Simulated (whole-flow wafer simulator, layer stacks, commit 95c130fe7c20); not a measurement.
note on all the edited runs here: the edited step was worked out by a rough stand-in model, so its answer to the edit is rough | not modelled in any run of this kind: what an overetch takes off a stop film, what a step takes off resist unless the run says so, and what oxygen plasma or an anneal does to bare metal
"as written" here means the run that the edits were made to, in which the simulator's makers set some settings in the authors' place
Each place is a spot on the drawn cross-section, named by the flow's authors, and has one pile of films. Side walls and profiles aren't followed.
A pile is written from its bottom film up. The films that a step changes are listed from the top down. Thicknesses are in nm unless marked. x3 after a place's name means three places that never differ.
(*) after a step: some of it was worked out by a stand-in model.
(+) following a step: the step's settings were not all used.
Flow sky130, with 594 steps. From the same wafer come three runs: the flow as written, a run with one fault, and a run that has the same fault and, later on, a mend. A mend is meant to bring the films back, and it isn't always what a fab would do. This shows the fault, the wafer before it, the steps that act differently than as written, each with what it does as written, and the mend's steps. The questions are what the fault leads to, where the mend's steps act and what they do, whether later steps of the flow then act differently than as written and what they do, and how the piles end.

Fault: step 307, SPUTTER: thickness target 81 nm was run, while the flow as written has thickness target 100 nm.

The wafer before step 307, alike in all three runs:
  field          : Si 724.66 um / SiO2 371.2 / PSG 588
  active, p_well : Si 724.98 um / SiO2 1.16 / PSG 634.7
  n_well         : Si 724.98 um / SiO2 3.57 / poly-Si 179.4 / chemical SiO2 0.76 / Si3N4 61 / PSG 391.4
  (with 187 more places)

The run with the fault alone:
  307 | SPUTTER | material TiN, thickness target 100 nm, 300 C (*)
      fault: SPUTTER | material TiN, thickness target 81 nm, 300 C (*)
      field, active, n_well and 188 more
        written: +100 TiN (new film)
        fault: +81 TiN (new film)
  Steps later in the flow that act otherwise than as written (1 other step is not shown; it differs only slightly, by no more than 2% or 0.5 nm, whichever is larger):
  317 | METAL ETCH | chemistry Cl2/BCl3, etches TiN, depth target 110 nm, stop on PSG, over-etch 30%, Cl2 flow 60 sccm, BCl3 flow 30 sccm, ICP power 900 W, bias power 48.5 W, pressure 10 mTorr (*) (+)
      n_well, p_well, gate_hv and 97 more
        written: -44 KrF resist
        fault: -41.4 KrF resist
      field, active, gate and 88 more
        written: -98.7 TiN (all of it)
        fault: -79.7 TiN (all of it)
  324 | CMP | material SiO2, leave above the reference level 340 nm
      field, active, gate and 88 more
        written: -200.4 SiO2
        fault: -219.4 SiO2
  By the end, the piles at n_well, p_well, gate_hv and 106 more depart from the flow's by more than 2% or 0.5 nm, whichever is larger.
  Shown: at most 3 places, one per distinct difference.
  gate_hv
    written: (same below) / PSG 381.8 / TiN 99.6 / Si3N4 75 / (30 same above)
    fault: (same below) / PSG 381.8 / TiN 80.6 / Si3N4 75 / (30 same above)
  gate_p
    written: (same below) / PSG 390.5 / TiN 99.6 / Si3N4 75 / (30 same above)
    fault: (same below) / PSG 390.5 / TiN 80.6 / Si3N4 75 / (30 same above)
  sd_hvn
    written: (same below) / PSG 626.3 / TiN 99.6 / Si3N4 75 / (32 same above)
    fault: (same below) / PSG 626.3 / TiN 80.6 / Si3N4 75 / (32 same above)

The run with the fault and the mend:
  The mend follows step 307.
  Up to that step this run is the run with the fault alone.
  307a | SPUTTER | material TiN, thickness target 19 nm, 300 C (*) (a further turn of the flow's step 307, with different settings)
      field, active, n_well and 188 more
        +19 TiN
  Every later step of the flow that is run acts as written, at every place that is followed, to within 2% or 0.5 nm, whichever is larger.
  By the end, the piles equal the flow's at every place that both follow.
